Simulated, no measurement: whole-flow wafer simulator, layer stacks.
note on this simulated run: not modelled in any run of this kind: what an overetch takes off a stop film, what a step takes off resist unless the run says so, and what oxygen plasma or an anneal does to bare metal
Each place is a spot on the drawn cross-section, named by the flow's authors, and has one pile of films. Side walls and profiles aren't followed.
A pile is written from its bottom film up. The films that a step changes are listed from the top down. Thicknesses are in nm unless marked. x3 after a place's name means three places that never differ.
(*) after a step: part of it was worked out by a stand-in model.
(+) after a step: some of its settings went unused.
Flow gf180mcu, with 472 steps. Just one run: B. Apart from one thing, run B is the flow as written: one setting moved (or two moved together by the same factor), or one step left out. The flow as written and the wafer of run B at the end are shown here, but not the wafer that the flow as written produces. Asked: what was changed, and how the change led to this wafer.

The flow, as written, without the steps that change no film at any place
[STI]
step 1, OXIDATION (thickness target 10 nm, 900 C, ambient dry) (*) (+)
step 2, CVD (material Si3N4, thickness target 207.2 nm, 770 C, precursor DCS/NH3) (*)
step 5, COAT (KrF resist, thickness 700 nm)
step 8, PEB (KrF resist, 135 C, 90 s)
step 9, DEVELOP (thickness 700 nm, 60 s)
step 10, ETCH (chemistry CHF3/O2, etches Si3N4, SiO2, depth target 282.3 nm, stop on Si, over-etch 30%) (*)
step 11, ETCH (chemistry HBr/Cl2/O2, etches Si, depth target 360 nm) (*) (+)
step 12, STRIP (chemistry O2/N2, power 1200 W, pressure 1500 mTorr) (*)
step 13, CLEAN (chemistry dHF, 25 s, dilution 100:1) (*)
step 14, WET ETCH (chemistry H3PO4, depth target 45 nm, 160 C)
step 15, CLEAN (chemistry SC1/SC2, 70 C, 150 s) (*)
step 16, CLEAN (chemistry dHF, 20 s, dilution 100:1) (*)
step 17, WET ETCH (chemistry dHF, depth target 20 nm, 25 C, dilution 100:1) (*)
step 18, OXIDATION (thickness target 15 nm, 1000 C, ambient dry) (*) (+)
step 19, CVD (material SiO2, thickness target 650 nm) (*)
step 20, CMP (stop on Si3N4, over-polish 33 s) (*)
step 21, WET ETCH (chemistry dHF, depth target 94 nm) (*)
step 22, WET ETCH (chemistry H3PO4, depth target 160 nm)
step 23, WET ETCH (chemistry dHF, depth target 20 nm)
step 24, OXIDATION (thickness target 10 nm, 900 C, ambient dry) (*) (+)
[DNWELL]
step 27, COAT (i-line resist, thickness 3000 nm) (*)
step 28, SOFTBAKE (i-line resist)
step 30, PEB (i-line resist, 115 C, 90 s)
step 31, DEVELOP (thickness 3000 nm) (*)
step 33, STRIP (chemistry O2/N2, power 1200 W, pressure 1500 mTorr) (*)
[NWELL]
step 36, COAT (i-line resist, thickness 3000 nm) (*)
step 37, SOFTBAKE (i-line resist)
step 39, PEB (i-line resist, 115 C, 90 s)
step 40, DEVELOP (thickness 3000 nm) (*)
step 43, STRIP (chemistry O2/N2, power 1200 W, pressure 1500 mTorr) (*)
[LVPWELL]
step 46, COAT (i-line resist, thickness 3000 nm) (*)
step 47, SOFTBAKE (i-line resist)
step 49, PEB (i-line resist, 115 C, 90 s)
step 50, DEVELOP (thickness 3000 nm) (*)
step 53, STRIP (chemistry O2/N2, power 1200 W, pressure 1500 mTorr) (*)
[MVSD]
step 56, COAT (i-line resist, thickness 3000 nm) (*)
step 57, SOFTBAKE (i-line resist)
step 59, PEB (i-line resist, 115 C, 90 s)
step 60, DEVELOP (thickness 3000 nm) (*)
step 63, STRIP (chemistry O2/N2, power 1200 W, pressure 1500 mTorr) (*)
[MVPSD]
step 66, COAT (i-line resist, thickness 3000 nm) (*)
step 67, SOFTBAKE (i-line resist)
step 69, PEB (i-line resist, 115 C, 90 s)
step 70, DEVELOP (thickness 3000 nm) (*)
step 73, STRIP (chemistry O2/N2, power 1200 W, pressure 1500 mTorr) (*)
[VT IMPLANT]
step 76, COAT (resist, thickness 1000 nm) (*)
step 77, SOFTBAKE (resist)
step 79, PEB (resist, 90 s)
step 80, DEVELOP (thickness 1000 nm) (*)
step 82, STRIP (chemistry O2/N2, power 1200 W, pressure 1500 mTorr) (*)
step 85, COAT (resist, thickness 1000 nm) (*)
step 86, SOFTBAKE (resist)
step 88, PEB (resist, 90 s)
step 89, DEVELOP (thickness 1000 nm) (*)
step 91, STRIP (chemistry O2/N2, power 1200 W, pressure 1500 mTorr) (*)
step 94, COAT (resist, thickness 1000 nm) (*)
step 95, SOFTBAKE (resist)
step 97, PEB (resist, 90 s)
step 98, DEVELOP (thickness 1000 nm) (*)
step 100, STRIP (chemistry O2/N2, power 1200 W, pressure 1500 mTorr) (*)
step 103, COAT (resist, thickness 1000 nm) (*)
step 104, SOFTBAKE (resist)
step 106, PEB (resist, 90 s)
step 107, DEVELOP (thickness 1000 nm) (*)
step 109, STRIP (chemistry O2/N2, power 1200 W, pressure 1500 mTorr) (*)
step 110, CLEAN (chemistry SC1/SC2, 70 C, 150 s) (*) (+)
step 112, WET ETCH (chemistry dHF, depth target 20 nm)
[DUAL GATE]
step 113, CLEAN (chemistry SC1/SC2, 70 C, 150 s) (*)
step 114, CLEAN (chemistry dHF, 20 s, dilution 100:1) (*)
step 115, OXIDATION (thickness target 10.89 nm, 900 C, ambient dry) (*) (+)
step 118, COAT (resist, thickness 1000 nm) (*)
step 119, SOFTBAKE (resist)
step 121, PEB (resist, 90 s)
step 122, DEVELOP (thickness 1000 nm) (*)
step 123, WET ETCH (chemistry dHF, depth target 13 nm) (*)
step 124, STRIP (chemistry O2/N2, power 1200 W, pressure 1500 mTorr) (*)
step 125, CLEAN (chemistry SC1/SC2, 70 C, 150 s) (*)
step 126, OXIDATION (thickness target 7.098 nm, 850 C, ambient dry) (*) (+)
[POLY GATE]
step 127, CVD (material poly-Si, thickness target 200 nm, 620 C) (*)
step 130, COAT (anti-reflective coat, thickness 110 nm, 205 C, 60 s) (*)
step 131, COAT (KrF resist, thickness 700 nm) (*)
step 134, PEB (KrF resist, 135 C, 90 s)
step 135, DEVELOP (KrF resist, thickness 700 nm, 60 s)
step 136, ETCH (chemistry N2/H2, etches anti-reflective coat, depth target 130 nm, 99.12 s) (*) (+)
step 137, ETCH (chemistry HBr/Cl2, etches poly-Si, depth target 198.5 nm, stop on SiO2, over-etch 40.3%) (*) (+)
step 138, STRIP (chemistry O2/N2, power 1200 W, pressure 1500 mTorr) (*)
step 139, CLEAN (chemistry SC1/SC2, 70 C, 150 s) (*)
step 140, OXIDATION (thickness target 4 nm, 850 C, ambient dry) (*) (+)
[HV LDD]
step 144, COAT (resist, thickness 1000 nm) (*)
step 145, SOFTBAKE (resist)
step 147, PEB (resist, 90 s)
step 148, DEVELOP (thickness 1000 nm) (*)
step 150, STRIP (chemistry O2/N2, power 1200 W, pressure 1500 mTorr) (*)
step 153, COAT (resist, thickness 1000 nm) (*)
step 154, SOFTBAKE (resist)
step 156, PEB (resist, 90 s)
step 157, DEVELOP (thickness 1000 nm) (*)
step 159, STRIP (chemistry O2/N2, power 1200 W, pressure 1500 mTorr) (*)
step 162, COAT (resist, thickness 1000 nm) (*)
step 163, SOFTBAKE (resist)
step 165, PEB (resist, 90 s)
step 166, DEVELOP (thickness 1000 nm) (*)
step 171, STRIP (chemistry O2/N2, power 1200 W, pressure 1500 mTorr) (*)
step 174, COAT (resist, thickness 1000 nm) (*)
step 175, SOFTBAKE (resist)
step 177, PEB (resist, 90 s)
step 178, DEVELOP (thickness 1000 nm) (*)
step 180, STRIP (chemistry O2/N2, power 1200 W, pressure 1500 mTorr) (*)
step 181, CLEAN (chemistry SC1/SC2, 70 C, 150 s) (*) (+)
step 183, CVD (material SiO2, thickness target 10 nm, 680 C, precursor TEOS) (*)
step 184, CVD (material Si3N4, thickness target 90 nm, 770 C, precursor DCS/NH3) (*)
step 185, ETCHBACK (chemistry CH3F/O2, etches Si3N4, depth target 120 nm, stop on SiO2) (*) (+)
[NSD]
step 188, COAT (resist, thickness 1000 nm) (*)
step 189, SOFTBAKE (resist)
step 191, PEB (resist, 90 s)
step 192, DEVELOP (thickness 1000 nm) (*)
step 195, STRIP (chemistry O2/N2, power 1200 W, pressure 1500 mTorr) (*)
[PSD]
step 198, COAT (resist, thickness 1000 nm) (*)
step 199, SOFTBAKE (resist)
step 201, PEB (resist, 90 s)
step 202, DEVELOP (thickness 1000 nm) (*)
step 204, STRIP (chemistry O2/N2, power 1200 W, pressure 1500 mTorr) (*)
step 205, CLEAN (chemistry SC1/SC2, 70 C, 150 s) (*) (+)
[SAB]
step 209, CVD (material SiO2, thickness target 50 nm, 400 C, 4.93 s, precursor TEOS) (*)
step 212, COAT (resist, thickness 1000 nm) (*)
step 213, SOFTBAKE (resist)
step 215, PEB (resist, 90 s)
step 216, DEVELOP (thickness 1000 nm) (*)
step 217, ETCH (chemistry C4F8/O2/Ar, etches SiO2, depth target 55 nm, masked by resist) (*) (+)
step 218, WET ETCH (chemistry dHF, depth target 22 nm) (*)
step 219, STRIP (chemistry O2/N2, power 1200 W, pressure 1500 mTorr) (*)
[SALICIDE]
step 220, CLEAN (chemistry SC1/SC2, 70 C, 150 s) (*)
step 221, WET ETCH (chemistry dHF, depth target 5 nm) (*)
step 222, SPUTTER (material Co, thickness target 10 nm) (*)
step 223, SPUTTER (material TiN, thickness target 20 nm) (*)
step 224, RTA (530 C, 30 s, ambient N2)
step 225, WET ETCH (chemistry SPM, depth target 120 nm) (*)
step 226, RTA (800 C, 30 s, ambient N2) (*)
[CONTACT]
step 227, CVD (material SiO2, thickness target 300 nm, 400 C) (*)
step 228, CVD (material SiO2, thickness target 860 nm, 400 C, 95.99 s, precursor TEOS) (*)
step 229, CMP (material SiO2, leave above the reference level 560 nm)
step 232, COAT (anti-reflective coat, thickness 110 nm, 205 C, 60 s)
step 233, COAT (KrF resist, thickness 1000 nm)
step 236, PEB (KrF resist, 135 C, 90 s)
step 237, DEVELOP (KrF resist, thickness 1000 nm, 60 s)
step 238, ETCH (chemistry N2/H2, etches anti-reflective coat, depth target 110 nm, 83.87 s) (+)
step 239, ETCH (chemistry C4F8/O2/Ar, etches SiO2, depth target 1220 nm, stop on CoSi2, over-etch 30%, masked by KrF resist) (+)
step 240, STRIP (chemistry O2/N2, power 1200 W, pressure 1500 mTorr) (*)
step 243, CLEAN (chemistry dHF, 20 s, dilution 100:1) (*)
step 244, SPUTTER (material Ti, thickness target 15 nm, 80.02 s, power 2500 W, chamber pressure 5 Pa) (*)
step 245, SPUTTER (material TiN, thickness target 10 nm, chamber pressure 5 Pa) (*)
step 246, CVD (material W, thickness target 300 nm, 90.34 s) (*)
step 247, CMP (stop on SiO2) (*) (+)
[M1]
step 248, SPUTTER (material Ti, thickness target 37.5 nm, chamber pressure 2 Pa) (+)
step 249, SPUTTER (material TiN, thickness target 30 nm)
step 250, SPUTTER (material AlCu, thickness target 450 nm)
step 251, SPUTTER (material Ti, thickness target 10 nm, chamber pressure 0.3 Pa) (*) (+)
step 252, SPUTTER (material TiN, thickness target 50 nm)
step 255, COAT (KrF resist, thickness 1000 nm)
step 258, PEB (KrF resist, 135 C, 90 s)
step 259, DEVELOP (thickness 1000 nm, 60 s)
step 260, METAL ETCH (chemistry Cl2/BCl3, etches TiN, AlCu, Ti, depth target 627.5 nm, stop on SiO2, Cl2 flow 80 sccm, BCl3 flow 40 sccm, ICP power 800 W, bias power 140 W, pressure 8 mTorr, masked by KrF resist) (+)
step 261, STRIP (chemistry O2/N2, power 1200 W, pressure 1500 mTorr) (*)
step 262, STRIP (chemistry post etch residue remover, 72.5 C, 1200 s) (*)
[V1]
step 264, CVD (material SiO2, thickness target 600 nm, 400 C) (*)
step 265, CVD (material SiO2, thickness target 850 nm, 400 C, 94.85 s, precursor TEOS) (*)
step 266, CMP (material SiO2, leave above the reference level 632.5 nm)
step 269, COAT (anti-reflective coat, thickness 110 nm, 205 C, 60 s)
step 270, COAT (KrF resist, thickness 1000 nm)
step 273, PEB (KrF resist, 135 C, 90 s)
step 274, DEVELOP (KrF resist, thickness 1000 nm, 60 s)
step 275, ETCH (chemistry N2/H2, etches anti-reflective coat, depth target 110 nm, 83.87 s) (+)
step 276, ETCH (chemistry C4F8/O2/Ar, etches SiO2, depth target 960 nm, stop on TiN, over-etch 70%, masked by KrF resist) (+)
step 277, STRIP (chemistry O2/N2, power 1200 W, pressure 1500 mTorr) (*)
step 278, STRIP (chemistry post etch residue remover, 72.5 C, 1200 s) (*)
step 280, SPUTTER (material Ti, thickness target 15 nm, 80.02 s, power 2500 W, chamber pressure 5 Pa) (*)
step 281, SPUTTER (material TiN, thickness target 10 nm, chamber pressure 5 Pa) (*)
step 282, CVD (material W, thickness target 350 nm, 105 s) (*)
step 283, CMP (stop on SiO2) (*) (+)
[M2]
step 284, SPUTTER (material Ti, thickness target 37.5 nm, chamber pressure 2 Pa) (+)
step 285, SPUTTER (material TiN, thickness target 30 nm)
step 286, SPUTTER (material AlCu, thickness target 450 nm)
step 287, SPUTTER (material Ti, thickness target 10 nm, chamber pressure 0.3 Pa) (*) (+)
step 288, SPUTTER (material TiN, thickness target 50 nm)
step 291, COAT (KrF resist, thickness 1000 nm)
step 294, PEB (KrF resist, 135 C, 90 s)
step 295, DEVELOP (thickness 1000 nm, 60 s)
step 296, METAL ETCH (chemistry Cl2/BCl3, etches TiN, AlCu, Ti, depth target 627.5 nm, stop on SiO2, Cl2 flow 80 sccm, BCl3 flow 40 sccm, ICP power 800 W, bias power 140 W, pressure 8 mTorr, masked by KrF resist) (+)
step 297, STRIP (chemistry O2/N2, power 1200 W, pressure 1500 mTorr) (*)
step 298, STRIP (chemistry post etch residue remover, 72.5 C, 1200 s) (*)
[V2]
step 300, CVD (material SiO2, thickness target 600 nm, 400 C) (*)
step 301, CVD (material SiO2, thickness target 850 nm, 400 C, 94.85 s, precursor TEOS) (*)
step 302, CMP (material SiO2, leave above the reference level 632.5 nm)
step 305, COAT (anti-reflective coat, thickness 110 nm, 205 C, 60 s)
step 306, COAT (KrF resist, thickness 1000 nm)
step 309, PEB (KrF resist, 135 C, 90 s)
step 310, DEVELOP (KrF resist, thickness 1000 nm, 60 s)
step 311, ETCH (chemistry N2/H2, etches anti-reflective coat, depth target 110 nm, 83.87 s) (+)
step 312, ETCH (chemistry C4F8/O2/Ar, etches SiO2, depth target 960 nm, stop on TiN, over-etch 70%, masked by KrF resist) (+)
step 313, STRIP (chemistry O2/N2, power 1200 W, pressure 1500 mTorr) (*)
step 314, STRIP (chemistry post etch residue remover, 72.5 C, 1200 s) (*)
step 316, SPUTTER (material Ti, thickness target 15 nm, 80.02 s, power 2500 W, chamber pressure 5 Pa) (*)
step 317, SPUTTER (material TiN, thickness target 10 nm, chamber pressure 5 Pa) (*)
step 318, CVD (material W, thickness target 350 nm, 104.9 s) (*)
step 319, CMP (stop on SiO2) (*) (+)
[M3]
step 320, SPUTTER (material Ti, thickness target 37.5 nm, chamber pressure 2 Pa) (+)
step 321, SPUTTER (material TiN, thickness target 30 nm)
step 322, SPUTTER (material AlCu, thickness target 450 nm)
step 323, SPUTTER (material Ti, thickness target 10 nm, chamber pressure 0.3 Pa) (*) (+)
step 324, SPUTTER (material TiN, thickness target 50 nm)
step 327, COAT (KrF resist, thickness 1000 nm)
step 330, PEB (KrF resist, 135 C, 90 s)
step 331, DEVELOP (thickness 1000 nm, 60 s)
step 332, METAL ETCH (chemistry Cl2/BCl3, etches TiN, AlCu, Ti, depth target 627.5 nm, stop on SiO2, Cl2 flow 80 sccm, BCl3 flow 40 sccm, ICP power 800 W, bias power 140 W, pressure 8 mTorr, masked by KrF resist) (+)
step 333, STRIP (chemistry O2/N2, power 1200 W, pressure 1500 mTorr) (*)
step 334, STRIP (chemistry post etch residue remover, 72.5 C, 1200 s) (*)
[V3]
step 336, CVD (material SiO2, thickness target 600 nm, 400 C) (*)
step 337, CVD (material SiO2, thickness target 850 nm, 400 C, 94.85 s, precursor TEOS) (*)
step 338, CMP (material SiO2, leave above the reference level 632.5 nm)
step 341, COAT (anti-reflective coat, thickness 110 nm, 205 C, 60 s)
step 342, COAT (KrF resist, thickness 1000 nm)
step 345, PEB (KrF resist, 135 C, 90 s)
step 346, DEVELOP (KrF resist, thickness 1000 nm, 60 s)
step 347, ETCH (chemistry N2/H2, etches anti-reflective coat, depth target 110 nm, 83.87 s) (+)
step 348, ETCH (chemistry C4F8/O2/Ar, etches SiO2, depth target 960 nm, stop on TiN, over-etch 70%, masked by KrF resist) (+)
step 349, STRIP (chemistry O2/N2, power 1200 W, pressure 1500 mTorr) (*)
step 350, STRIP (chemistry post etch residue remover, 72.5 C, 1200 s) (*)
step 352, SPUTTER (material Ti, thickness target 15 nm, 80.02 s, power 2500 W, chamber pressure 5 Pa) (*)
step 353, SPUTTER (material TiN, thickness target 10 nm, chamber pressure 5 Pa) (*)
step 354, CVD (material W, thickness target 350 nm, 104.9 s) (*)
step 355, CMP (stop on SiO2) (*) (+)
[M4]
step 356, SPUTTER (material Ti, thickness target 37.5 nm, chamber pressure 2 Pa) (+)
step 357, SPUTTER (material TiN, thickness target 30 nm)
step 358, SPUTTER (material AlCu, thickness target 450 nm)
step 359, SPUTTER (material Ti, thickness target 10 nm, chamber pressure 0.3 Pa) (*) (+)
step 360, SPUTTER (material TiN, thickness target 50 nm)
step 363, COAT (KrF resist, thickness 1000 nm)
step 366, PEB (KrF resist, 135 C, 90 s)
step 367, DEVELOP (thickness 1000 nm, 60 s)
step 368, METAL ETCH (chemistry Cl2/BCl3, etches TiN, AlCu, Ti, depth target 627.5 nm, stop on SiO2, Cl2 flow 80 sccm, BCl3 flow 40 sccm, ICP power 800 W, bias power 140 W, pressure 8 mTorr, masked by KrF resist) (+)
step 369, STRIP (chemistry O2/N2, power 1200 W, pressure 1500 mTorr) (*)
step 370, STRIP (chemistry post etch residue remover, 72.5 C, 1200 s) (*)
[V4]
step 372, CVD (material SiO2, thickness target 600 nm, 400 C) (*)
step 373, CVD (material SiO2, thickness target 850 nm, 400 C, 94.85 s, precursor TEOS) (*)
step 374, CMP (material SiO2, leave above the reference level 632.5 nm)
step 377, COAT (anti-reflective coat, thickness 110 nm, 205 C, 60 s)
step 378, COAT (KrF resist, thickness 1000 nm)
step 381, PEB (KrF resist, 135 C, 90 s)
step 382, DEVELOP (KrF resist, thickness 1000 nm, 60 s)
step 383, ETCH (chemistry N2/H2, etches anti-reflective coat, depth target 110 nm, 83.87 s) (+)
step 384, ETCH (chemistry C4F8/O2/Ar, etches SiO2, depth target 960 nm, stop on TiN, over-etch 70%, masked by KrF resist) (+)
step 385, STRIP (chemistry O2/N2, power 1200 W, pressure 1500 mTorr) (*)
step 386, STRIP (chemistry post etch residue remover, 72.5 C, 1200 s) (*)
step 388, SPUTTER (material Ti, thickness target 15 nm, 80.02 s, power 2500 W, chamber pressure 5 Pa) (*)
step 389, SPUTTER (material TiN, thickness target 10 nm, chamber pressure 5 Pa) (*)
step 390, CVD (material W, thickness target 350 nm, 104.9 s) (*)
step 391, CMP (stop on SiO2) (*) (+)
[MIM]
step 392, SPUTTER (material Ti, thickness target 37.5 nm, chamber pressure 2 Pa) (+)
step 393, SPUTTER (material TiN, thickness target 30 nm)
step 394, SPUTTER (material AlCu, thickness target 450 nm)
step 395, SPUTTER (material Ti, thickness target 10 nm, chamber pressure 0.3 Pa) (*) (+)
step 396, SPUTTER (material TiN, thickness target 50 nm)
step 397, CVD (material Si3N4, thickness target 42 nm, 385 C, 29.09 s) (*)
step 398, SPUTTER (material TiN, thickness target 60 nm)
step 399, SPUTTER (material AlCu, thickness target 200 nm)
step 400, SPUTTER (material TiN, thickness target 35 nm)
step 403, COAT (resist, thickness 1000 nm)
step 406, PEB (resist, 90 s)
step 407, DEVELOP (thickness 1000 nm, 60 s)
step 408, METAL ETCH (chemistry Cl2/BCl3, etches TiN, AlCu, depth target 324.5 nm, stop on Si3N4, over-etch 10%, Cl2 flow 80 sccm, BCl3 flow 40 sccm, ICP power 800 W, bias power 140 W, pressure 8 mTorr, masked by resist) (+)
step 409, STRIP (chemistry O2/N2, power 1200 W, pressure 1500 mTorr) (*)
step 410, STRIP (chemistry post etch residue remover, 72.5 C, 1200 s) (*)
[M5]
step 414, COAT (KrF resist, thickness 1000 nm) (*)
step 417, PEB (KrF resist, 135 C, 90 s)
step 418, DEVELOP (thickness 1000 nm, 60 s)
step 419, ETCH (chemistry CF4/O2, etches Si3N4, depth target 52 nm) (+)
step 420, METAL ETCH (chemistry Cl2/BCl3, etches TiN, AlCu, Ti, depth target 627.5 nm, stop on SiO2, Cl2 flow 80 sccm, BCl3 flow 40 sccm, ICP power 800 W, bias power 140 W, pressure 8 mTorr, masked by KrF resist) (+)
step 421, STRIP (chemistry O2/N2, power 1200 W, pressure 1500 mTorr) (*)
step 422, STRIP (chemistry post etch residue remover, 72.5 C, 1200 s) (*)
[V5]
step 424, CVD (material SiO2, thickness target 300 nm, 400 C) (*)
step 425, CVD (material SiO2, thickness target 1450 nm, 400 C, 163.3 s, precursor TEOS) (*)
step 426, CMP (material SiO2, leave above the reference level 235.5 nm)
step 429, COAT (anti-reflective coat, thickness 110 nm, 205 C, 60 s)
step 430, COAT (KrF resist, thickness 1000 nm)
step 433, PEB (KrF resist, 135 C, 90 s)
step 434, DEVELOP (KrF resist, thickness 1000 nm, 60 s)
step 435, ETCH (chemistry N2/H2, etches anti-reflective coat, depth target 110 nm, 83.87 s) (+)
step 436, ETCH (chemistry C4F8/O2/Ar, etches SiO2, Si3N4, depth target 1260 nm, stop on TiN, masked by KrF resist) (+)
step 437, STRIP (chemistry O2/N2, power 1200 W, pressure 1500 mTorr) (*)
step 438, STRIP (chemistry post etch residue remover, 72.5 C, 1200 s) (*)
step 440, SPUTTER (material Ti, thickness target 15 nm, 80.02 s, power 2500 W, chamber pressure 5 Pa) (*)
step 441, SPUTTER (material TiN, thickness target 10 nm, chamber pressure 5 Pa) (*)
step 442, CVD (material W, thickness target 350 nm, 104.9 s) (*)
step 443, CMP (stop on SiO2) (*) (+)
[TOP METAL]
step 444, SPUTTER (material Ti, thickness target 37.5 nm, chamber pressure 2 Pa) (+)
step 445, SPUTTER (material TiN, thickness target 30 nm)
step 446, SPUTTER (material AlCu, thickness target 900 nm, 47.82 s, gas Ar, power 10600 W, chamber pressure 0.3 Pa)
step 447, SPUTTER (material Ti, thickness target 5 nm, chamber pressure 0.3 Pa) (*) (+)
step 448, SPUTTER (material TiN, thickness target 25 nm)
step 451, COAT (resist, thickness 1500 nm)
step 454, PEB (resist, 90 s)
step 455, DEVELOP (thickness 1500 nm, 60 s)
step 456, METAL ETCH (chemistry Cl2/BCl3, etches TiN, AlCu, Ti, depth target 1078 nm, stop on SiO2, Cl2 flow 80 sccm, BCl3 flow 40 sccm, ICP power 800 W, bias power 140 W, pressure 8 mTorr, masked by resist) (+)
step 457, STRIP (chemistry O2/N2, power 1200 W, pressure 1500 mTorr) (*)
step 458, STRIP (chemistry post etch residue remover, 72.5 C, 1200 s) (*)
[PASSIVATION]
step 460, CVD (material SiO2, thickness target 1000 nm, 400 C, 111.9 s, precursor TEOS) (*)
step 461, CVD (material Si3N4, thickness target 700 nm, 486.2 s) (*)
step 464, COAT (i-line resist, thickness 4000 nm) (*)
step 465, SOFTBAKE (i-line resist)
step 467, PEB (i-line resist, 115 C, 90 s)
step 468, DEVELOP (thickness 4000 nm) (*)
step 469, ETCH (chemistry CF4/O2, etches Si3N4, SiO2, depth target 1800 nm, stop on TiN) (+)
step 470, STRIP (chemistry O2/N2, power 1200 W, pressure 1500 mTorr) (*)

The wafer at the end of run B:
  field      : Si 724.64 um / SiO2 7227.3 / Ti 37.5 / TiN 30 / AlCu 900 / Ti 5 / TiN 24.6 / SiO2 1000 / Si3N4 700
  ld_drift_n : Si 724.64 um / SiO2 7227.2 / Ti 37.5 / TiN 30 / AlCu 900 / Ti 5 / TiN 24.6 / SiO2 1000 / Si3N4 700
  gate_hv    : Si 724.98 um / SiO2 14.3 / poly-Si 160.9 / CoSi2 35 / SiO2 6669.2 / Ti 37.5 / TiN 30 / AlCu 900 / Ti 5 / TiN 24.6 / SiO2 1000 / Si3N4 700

What caused this: step 456, METAL ETCH: chemistry Cl2/BCl3, etches TiN, AlCu, Ti, depth target 1078 nm, stop on SiO2, Cl2 flow 80 sccm, BCl3 flow 40 sccm, ICP power 800 W, bias power 140 W, pressure 8 mTorr, masked by resist (+), was omitted.

How this came from the change, step by step:
  step 457, STRIP (chemistry O2/N2, power 1200 W, pressure 1500 mTorr) (*)
      field__w8, contact, m1, m1__w1, pad, m1_nw: -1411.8 resist (all of it) (as written it would have been: -980.8 resist (all of it))
  step 460, CVD (material SiO2, thickness target 1000 nm, 400 C, 111.9 s, precursor TEOS) (*)
      field, field__w1, field__w2 and 103 more: +1000 SiO2 (new film) (as written it would have been: +1000 SiO2)
  step 464, COAT (i-line resist, thickness 4000 nm) (*)
      field: +4000 i-line resist (new film) (as written it would have been: +4171.5 i-line resist (new film))
      field__w8: +4000 i-line resist (new film) (as written it would have been: +3093.1 i-line resist (new film))
      (also at 14 further places)
  step 465, SOFTBAKE (i-line resist)
      field__w11, field__w13, nw_enc_fld_lv__w4: nothing (as written it would have been: +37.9 i-line resist)
      field__w5, field__w9: nothing (as written it would have been: +37.3 i-line resist)
      (also at 63 further places)
  step 467, PEB (i-line resist, 115 C, 90 s)
      field__w8, m1__w1: -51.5 i-line resist (as written it would have been: -34.7 i-line resist)
      contact, m1: -51.5 i-line resist (as written it would have been: -35.1 i-line resist)
      (also at 2 further places)
  step 468, DEVELOP (thickness 4000 nm) (*)
      pad: -3948.5 i-line resist (all of it) (as written it would have been: -2974.8 i-line resist (all of it))
  step 470, STRIP (chemistry O2/N2, power 1200 W, pressure 1500 mTorr) (*)
      field__w8, m1__w1: -2748.5 i-line resist (all of it) (as written it would have been: -1787.7 i-line resist (all of it))
      contact: -2748.5 i-line resist (all of it) (as written it would have been: -1811.2 i-line resist (all of it))
      (also at 2 further places)
Taking metal films that touch as one body, field has 1 body; the flow as written gives 0 bodies.
Taking metal films that touch as one body, ld_drift_n has 1 body; the flow as written gives 0 bodies.
Taking metal films that touch as one body, gate_hv has 2 bodies (between them, from the top down: SiO2 6669.2); the flow as written gives 1 body.
